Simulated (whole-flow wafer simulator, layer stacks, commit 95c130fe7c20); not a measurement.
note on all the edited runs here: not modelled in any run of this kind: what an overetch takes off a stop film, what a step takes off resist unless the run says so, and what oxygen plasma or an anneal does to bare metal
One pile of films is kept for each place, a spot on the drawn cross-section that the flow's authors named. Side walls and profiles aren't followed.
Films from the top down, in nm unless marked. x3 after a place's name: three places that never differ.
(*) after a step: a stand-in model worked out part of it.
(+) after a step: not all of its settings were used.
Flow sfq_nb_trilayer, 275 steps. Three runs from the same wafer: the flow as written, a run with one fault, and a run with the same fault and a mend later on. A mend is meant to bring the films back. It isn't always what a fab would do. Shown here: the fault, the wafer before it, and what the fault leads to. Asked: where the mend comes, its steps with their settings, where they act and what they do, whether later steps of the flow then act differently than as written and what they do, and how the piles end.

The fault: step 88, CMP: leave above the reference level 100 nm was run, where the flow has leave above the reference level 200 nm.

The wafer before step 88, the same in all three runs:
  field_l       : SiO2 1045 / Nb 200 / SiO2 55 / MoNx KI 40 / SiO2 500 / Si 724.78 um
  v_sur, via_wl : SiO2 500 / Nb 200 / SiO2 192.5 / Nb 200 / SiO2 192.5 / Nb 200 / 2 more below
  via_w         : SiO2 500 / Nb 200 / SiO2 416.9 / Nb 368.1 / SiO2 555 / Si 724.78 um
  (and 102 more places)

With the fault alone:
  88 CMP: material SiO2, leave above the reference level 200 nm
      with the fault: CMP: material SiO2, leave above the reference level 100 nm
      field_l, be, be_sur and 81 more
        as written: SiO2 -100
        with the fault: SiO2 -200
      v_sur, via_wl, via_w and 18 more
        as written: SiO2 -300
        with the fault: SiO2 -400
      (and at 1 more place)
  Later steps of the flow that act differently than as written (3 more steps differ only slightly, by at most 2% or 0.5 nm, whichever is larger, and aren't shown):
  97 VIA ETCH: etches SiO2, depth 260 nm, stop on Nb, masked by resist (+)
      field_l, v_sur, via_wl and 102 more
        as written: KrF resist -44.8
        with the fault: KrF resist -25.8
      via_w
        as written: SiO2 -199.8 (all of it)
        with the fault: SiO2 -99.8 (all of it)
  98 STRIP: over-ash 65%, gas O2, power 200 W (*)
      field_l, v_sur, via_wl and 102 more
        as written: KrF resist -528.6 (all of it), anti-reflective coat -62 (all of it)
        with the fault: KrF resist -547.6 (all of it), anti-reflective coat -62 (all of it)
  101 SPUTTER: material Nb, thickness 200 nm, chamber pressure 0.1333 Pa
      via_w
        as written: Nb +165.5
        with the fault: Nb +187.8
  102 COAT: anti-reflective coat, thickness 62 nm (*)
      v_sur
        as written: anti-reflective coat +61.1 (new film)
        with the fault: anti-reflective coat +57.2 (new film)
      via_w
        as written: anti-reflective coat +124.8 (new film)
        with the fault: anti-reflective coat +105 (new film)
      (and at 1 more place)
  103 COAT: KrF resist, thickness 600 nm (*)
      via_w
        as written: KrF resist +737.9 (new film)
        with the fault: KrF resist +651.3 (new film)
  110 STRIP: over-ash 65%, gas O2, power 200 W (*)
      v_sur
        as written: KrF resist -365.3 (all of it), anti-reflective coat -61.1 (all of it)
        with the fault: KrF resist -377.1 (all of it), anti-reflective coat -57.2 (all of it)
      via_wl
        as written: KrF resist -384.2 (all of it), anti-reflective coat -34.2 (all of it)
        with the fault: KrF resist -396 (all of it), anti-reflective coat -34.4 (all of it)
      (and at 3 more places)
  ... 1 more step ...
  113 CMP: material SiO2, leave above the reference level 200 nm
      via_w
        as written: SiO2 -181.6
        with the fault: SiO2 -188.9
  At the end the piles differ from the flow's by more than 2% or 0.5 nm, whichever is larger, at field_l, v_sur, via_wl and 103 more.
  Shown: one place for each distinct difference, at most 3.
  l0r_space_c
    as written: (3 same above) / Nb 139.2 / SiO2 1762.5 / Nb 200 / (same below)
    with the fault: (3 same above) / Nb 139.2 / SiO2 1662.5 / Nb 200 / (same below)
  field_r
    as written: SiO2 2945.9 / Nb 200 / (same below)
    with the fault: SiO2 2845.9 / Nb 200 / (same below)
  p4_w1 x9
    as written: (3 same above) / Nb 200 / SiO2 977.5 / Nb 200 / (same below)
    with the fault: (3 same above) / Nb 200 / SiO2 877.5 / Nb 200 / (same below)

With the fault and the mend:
  The mend comes after step 95.
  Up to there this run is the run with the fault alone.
  95a STRIP: over-ash 65%, gas O2, power 200 W (*)
      field_l, v_sur, via_wl and 102 more
        KrF resist -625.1 (all of it), anti-reflective coat -62 (all of it)
      via_w
        anti-reflective coat -62 (all of it)
  95b PECVD: material SiO2, thickness 100 nm, 150 C, 22.22 s, RF power 183.3 W, pressure 2.4 Torr, precursor SiH4/N2O (the flow's step 87 once more, with other settings)
      field_l, v_sur, via_wl and 103 more
        SiO2 +100
  95c COAT: anti-reflective coat, thickness 62 nm (the flow's step 90 once more)
      field_l, v_sur, via_wl and 103 more
        anti-reflective coat +62 (new film)
  95d COAT: KrF resist, thickness 650 nm (the flow's step 91 once more)
      field_l, v_sur, via_wl and 103 more
        KrF resist +650 (new film)
  95e SOFTBAKE: KrF resist (the flow's step 92 once more)
      changes no film at any place that is followed
  95f EXPOSE: photomask I2, dose 11.91 mJ/cm2, NA 0.6, wavelength 248 nm (*) (the flow's step 93 once more)
      changes no film at any place that is followed
  95g PEB: KrF resist, 90 s (the flow's step 94 once more)
      field_l, v_sur, via_wl and 103 more
        KrF resist -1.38
  95h DEVELOP: KrF resist, thickness 650 nm, 60 s (the flow's step 95 once more)
      field_l, v_sur, via_wl and 102 more
        KrF resist -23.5
      via_w
        KrF resist -648.6 (all of it)
  No later step of the flow acts differently than as written at any place that is followed.
  At the end the piles are the same as the flow's at every place that both follow.
